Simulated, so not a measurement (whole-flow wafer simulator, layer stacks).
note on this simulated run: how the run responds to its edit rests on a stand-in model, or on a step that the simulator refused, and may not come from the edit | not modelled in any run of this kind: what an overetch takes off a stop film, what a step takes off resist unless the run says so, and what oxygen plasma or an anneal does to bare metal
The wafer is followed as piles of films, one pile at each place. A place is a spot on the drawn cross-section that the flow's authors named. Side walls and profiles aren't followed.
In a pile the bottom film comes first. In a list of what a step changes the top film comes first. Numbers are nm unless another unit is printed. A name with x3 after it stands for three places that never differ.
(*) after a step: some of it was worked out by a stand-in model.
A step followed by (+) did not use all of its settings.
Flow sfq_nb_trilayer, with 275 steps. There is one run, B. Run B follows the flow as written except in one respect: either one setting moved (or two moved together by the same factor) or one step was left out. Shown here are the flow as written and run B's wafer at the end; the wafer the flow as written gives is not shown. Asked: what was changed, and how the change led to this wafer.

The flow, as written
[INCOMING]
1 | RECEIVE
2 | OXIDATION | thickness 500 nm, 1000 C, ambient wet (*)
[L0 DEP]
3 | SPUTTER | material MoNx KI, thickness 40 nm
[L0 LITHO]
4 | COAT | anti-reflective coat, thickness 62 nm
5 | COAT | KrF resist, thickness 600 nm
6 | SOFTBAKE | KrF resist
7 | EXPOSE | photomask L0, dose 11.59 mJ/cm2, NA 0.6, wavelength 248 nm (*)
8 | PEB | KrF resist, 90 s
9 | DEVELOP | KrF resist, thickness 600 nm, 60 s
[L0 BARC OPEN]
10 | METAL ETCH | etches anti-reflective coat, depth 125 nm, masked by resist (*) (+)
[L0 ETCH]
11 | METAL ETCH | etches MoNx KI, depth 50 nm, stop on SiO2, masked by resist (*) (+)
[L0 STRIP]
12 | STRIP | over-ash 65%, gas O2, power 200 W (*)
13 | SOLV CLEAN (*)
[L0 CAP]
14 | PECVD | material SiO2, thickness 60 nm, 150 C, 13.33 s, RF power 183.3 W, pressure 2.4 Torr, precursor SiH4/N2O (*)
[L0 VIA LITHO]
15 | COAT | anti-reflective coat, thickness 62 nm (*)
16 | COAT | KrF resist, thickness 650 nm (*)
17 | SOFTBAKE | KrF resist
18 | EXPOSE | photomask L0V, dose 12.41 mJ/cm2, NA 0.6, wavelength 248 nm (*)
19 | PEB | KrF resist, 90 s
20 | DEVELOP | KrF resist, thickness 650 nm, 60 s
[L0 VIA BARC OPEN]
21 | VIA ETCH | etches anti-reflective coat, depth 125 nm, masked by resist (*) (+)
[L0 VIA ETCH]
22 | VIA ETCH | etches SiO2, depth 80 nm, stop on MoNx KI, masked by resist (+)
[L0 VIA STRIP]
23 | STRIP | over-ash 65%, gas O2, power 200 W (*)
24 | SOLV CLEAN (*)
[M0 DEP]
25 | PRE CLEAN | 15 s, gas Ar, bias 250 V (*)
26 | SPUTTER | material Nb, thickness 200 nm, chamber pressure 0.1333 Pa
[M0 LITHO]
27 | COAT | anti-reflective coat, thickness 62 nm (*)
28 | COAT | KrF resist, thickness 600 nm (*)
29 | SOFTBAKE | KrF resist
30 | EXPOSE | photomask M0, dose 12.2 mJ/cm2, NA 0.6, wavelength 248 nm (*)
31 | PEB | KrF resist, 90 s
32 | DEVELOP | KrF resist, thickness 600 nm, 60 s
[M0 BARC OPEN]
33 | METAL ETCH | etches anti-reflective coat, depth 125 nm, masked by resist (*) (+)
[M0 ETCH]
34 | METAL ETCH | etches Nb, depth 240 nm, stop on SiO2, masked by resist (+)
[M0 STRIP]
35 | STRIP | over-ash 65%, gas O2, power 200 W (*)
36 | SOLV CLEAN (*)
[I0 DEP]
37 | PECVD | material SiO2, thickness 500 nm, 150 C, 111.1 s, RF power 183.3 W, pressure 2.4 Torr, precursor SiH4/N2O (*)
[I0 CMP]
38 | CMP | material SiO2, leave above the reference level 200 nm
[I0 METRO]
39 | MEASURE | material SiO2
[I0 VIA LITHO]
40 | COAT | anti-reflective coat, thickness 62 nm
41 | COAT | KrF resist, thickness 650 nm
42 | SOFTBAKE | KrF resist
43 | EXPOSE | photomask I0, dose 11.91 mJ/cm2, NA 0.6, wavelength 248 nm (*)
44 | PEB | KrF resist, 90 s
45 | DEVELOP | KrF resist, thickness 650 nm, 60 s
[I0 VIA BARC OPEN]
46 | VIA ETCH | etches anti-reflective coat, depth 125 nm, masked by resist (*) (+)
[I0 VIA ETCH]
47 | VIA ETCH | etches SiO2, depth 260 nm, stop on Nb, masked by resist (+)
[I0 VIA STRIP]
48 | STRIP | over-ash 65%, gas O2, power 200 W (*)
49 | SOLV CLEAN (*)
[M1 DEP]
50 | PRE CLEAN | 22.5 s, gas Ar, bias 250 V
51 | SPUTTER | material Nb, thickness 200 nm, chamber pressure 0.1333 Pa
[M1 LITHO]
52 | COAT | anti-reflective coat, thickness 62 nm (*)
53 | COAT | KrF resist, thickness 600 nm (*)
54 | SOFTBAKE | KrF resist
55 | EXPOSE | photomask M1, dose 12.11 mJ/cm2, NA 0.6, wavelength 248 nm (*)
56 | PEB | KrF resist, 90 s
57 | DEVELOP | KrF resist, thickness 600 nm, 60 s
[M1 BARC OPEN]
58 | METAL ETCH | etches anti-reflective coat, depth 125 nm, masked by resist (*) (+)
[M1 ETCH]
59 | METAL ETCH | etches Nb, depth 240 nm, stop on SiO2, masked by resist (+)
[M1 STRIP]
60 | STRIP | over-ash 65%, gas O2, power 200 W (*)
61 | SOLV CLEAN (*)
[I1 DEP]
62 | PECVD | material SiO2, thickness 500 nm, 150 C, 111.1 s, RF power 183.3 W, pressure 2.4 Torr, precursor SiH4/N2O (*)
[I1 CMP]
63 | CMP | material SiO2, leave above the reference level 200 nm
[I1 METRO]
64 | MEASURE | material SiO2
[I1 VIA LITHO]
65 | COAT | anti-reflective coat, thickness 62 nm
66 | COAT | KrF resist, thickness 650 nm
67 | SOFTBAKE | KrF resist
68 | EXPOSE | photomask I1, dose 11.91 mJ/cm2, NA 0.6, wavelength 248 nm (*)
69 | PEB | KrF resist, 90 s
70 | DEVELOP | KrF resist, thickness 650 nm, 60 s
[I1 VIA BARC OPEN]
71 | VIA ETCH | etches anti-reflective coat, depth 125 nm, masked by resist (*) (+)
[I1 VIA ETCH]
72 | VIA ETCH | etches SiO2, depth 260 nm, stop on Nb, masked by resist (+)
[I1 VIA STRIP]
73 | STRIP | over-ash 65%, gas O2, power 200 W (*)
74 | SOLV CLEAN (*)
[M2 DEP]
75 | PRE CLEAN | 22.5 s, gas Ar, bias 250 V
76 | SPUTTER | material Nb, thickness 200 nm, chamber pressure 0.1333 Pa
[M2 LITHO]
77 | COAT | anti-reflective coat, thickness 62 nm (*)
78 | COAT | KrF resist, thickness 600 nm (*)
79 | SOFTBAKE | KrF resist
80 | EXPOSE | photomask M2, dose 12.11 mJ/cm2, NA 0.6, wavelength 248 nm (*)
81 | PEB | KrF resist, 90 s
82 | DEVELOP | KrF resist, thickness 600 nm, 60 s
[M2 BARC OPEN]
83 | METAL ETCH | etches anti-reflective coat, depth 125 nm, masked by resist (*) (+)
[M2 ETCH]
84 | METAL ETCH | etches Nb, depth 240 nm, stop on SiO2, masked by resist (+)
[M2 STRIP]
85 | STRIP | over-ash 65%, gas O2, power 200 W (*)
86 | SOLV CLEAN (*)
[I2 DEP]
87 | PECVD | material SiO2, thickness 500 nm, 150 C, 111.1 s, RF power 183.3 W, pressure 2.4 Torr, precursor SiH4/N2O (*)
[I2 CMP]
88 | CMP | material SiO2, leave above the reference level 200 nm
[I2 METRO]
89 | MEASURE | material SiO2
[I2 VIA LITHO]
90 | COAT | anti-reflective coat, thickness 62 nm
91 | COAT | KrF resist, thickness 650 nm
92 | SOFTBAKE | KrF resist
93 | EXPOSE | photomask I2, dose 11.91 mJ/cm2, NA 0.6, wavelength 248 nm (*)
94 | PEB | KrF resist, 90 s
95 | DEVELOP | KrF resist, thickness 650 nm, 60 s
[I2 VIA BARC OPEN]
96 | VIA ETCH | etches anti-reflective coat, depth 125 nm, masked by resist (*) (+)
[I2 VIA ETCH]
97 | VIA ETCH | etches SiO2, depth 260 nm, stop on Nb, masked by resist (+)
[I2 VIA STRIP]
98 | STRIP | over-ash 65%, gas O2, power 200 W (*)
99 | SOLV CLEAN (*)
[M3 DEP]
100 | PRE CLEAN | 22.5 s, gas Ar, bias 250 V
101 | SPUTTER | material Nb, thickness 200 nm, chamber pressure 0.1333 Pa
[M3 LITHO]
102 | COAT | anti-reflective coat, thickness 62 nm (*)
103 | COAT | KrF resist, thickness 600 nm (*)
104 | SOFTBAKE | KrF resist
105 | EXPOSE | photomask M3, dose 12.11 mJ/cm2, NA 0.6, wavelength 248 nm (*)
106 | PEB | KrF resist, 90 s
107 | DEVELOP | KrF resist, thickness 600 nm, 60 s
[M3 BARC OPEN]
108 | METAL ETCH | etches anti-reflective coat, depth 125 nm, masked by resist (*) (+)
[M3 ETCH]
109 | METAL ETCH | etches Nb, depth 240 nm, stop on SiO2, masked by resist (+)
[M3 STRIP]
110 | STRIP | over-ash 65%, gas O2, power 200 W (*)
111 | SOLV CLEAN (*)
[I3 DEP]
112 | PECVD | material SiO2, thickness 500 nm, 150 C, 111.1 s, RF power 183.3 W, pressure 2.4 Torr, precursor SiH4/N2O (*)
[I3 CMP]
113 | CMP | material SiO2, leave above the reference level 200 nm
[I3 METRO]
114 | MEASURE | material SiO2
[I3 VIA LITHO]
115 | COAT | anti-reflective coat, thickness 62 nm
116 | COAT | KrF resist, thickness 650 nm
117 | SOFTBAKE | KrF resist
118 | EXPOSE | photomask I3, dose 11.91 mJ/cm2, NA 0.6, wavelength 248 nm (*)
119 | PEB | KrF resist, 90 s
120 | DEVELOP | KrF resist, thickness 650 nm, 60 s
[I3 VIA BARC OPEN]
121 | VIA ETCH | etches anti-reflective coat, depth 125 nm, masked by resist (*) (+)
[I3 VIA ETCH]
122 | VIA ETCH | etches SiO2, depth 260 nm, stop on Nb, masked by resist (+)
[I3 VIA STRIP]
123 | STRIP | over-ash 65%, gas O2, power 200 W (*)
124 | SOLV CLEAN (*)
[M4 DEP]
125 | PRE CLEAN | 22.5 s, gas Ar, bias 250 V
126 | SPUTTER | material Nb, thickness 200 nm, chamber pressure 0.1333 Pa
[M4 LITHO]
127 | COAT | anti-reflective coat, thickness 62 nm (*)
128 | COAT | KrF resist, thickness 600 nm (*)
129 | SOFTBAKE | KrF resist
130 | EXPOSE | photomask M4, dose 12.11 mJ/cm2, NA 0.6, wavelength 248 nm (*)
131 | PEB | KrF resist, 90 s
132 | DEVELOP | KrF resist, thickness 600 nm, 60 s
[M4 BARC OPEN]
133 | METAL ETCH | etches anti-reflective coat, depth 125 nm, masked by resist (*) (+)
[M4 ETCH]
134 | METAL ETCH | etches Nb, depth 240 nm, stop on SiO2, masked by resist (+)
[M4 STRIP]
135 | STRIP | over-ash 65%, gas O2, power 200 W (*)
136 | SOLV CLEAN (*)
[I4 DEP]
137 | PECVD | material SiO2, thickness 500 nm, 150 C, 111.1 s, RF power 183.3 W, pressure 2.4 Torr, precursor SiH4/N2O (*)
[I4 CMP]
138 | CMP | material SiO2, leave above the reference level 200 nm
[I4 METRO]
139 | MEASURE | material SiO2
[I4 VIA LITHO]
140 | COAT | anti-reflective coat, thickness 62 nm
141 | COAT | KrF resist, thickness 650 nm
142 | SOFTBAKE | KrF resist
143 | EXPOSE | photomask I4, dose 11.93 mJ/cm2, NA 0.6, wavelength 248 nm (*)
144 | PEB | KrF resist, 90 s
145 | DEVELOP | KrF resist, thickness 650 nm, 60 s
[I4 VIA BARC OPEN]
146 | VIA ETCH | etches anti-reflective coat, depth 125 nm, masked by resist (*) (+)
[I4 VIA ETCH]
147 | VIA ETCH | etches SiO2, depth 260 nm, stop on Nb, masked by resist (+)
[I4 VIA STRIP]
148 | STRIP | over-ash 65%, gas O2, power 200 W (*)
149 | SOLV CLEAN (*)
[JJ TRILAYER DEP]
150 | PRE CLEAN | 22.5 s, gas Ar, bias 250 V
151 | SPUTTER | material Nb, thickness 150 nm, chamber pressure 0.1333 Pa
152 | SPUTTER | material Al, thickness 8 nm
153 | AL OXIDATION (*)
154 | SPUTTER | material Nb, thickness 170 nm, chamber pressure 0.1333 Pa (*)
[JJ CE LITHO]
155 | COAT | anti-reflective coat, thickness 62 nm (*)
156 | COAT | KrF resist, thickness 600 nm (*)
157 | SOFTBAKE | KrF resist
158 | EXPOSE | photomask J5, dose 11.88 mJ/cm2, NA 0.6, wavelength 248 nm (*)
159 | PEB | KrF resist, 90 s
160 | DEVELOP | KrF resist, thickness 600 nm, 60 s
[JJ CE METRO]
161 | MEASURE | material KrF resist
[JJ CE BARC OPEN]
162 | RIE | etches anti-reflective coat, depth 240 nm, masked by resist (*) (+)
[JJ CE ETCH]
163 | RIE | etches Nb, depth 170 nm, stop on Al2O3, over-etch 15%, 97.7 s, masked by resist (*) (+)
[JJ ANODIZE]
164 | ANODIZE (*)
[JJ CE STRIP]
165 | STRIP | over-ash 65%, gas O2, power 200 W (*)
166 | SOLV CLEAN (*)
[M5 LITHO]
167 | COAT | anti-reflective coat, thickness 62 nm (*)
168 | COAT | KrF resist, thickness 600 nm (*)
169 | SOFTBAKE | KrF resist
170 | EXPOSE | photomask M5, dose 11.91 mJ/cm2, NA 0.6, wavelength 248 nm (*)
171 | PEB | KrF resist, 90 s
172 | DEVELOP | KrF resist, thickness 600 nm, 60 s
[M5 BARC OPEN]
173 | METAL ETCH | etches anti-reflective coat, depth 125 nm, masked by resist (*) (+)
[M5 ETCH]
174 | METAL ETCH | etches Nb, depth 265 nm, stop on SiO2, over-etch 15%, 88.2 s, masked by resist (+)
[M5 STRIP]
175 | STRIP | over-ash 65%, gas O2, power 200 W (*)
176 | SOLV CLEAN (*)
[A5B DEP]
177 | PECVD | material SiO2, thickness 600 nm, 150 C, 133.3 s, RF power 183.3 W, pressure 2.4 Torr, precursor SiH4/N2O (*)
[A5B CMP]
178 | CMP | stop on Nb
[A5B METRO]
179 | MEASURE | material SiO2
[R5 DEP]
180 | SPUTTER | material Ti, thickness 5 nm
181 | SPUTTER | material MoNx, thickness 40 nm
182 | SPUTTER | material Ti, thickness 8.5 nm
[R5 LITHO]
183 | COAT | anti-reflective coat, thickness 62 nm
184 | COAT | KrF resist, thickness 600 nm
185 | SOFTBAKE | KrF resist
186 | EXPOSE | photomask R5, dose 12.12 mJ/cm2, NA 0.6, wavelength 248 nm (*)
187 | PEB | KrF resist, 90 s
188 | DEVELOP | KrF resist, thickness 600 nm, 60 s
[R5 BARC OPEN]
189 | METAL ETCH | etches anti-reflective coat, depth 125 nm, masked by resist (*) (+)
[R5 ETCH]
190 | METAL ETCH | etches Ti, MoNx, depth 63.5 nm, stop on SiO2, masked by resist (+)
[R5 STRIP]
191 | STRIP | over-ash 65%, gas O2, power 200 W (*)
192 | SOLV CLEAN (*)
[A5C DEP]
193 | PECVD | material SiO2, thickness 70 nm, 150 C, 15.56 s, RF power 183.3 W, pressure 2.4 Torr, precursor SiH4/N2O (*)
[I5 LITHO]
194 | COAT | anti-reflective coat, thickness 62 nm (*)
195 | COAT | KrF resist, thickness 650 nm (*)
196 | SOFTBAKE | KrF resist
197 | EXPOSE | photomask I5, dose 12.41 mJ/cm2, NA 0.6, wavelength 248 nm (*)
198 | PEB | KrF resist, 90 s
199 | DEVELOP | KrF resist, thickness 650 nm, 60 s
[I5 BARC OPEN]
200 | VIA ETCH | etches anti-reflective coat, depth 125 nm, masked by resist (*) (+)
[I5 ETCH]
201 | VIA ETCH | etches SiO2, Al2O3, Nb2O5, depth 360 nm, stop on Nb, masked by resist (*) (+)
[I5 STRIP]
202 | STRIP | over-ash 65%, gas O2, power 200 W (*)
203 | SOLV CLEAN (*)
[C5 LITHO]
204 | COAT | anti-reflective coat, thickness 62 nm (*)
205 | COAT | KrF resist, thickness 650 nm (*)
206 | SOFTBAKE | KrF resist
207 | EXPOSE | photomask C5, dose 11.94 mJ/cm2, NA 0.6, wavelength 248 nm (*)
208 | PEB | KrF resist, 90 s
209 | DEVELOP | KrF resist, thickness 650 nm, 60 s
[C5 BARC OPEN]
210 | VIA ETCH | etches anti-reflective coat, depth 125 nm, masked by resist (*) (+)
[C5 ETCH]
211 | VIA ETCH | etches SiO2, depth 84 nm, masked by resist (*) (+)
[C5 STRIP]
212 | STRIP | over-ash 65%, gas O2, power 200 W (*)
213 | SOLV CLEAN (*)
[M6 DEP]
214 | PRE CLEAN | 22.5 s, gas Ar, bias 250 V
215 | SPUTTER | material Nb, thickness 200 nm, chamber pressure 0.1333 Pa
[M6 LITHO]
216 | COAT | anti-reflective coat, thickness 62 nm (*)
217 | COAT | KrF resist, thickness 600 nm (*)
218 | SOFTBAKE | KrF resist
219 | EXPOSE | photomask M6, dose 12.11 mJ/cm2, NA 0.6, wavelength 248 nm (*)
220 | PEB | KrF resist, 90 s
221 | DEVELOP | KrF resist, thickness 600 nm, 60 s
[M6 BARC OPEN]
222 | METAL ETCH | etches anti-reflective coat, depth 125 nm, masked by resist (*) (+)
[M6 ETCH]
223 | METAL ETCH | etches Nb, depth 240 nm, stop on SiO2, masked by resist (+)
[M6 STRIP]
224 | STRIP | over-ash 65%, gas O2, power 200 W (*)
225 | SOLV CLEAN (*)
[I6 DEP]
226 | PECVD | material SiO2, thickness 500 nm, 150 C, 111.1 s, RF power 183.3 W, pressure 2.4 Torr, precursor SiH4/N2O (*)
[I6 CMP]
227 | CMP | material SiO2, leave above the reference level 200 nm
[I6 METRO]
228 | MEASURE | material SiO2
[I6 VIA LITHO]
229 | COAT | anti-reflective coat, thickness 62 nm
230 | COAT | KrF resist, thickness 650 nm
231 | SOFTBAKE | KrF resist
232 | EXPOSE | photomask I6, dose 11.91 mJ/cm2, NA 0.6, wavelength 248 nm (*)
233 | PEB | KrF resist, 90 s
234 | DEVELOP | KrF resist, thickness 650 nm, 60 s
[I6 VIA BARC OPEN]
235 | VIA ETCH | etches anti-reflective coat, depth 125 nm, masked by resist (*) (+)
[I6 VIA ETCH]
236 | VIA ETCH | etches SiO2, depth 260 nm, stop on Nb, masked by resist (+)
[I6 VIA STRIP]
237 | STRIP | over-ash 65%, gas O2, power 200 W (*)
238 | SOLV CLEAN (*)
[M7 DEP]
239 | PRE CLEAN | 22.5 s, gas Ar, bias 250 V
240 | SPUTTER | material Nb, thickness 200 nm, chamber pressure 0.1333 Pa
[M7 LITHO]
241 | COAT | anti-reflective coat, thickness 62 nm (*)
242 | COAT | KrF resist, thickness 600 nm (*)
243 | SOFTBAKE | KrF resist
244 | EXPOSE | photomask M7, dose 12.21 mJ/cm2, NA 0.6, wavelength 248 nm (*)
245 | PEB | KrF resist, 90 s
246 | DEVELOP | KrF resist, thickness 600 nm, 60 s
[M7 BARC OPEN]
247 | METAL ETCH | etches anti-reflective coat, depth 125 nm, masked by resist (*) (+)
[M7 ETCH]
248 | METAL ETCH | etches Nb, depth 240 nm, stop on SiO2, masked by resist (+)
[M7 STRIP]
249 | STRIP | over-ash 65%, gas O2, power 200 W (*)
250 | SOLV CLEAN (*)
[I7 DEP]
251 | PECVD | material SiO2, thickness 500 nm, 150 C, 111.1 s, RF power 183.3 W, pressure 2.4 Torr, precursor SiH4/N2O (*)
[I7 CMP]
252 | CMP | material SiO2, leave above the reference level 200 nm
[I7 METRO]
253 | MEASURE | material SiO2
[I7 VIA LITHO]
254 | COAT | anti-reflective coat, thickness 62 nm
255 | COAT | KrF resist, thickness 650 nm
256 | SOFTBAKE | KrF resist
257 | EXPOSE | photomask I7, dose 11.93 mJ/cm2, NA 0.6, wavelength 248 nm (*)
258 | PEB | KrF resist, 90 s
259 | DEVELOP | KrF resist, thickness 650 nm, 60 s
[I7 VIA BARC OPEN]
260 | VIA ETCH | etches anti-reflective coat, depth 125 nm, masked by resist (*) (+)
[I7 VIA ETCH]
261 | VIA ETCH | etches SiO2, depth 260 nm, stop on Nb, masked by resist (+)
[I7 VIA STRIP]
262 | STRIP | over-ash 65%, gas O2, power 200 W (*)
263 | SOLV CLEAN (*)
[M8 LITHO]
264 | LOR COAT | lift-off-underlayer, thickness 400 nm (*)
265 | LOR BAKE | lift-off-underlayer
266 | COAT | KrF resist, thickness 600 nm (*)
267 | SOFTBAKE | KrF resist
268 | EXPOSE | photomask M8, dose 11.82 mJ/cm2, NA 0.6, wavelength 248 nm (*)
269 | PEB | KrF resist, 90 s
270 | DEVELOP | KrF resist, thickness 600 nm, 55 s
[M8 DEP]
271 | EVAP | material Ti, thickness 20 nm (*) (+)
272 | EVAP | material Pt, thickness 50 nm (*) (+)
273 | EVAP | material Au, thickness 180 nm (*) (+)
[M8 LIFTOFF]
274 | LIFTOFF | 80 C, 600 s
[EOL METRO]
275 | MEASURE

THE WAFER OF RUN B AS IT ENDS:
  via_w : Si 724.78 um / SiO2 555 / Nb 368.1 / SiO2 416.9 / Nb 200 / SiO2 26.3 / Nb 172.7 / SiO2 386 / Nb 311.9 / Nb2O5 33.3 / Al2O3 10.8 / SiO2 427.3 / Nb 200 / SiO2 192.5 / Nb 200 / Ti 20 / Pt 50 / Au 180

Cause: step 97, VIA ETCH: depth 166 nm was run, while the flow as written has depth 260 nm.

Step by step, how the change led to this:
  97 | VIA ETCH | etches SiO2, depth 260 nm, stop on Nb, masked by resist (+)
      via_w: -166 SiO2 (in the flow as written it would be: -199.8 SiO2 (all of it))
      field_l, v_sur, via_wl and 102 more: -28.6 KrF resist (in the flow as written it would be: -44.8 KrF resist)
  98 | STRIP | over-ash 65%, gas O2, power 200 W (*)
      field_l, v_sur, via_wl and 102 more: -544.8 KrF resist (all of it), -62 anti-reflective coat (all of it) (in the flow as written it would be: -528.6 KrF resist (all of it), -62 anti-reflective coat (all of it))
  100 | PRE CLEAN | 22.5 s, gas Ar, bias 250 V
      via_w: -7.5 SiO2 (in the flow as written it would be: -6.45 Nb)
  101 | SPUTTER | material Nb, thickness 200 nm, chamber pressure 0.1333 Pa
      via_w: +172.7 Nb (new film) (in the flow as written it would be: +165.5 Nb)
  102 | COAT | anti-reflective coat, thickness 62 nm (*)
      via_w: +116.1 anti-reflective coat (new film) (in the flow as written it would be: +124.8 anti-reflective coat (new film))
  103 | COAT | KrF resist, thickness 600 nm (*)
      via_w: +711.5 KrF resist (new film) (in the flow as written it would be: +737.9 KrF resist (new film))
  110 | STRIP | over-ash 65%, gas O2, power 200 W (*)
      via_w: -493.6 KrF resist (all of it), -116.1 anti-reflective coat (all of it) (in the flow as written it would be: -520 KrF resist (all of it), -124.8 anti-reflective coat (all of it))
  112 | PECVD | material SiO2, thickness 500 nm, 150 C, 111.1 s, RF power 183.3 W, pressure 2.4 Torr, precursor SiH4/N2O (*)
      via_w: +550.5 SiO2 (new film) (in the flow as written it would be: +615 SiO2 (new film))
  113 | CMP | material SiO2, leave above the reference level 200 nm
      via_w: -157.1 SiO2 (in the flow as written it would be: -181.6 SiO2)
With metal films that touch counted as one body, via_w has 6 bodies (between them, from the top down: SiO2 192.5; SiO2 427.3 / Al2O3 10.8 / Nb2O5 33.3; SiO2 386; SiO2 26.3; SiO2 416.9); the flow as written gives 5 bodies (between them, from the top down: SiO2 192.5; SiO2 427.3 / Al2O3 10.8 / Nb2O5 33.3; SiO2 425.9; SiO2 416.9).
